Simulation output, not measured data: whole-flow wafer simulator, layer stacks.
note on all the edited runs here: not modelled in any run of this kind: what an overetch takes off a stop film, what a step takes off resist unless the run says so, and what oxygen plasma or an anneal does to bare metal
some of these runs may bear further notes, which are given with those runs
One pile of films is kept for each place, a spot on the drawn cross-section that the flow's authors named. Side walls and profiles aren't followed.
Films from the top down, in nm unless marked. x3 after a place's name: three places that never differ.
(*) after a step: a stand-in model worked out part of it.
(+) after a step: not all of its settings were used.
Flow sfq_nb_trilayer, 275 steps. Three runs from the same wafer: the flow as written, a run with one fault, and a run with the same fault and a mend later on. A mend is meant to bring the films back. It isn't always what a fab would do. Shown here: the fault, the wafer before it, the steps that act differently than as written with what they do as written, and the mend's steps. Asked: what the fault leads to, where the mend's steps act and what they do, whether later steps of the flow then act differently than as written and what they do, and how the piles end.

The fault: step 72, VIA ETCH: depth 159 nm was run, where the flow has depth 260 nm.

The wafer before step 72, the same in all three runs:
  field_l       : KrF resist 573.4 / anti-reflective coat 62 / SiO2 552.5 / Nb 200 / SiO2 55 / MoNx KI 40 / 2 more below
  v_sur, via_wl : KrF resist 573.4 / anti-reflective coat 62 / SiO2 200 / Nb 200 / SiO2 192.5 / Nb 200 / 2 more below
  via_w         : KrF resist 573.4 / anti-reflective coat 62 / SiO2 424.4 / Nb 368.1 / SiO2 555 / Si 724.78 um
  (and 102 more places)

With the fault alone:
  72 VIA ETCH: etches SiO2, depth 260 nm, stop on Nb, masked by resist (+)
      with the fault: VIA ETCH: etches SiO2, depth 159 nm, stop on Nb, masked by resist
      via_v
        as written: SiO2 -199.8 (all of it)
        with the fault: SiO2 -159
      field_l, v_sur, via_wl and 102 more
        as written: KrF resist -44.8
        with the fault: KrF resist -27.4
  Later steps of the flow that act differently than as written (3 more steps differ only slightly, by at most 2% or 0.5 nm, whichever is larger, and aren't shown):
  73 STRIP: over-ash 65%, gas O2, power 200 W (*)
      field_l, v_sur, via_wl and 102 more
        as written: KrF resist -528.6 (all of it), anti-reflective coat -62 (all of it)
        with the fault: KrF resist -546 (all of it), anti-reflective coat -62 (all of it)
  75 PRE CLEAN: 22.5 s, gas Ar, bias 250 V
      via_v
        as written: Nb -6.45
        with the fault: SiO2 -7.5
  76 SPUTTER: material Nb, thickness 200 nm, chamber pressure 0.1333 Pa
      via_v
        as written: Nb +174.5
        with the fault: Nb +182.7 (new film)
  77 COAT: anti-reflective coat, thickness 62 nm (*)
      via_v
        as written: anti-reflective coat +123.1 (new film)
        with the fault: anti-reflective coat +113.2 (new film)
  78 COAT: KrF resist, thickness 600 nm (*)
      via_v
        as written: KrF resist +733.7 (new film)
        with the fault: KrF resist +701.9 (new film)
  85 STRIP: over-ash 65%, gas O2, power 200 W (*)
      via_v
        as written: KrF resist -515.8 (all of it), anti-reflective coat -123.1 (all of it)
        with the fault: KrF resist -484 (all of it), anti-reflective coat -113.2 (all of it)
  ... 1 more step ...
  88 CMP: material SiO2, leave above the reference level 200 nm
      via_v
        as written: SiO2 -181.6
        with the fault: SiO2 -157.1
  At the end the piles differ from the flow's by more than 2% or 0.5 nm, whichever is larger, at via_v.
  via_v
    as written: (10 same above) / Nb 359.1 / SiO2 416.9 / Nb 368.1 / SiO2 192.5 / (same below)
    with the fault: (10 same above) / Nb 359.1 / SiO2 369 / Nb 182.7 / SiO2 33.3 / Nb 200 / SiO2 192.5 / (same below)

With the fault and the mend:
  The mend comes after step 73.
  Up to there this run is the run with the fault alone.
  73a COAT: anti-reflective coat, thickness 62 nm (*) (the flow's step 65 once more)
      p4_fl x3, p4_w1 x9, p4_g1 x2 and 63 more
        anti-reflective coat +62 (new film)
      r_sur, res, r_end and 9 more
        anti-reflective coat +61.8 (new film)
      c5j, ce_r, sp_r, be_r
        anti-reflective coat +61.7 (new film)
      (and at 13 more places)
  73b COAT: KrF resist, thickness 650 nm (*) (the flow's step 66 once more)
      p4_fl x3, p4_w1 x9, p4_g1 x2 and 63 more
        KrF resist +650 (new film)
      r_end, moat, field_r, lsp_l, ln_m5
        KrF resist +649.6 (new film)
      lsp_m, ln_m6, lsp_r, l0_sur, l0v
        KrF resist +649.7 (new film)
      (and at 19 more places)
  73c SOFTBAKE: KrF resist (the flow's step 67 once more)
      changes no film at any place that is followed
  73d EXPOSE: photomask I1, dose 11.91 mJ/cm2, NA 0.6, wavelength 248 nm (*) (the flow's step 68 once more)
      changes no film at any place that is followed
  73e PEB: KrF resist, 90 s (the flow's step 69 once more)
      c5j, ce_r, sp_r and 90 more
        KrF resist -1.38
      field_l, v_sur, via_wl and 8 more
        KrF resist -1.37
      via_wr
        KrF resist -1.36
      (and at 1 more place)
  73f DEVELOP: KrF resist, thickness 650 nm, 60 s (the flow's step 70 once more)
      field_l, v_sur, via_wl and 102 more
        KrF resist -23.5
      via_v
        KrF resist -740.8 (all of it)
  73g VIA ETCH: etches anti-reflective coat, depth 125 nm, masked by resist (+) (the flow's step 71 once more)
      field_l, v_sur, via_wl and 102 more
        KrF resist -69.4
      via_v
        anti-reflective coat -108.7 (all of it)
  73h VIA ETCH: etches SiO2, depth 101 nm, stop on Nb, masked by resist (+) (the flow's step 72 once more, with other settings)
      field_l, v_sur, via_wl and 102 more
        KrF resist -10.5
      via_v
        SiO2 -40.8 (all of it)
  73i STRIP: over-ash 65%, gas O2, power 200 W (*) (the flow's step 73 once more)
      p4_fl x3, p4_w1 x9, p4_g1 x2 and 63 more
        KrF resist -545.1 (all of it), anti-reflective coat -62 (all of it)
      ln_m5, lsp_m, ln_m6, lsp_r, l0_sur, l0v
        KrF resist -544.8 (all of it), anti-reflective coat -61.8 (all of it)
      r_end, moat, field_r, lsp_l
        KrF resist -544.7 (all of it), anti-reflective coat -61.8 (all of it)
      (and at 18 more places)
  No later step of the flow acts differently than as written, at any place that is followed, by more than 2% or 0.5 nm, whichever is larger.
  At the end the piles differ from the flow's only slightly at the places that both follow, by at most 2% or 0.5 nm, whichever is larger.
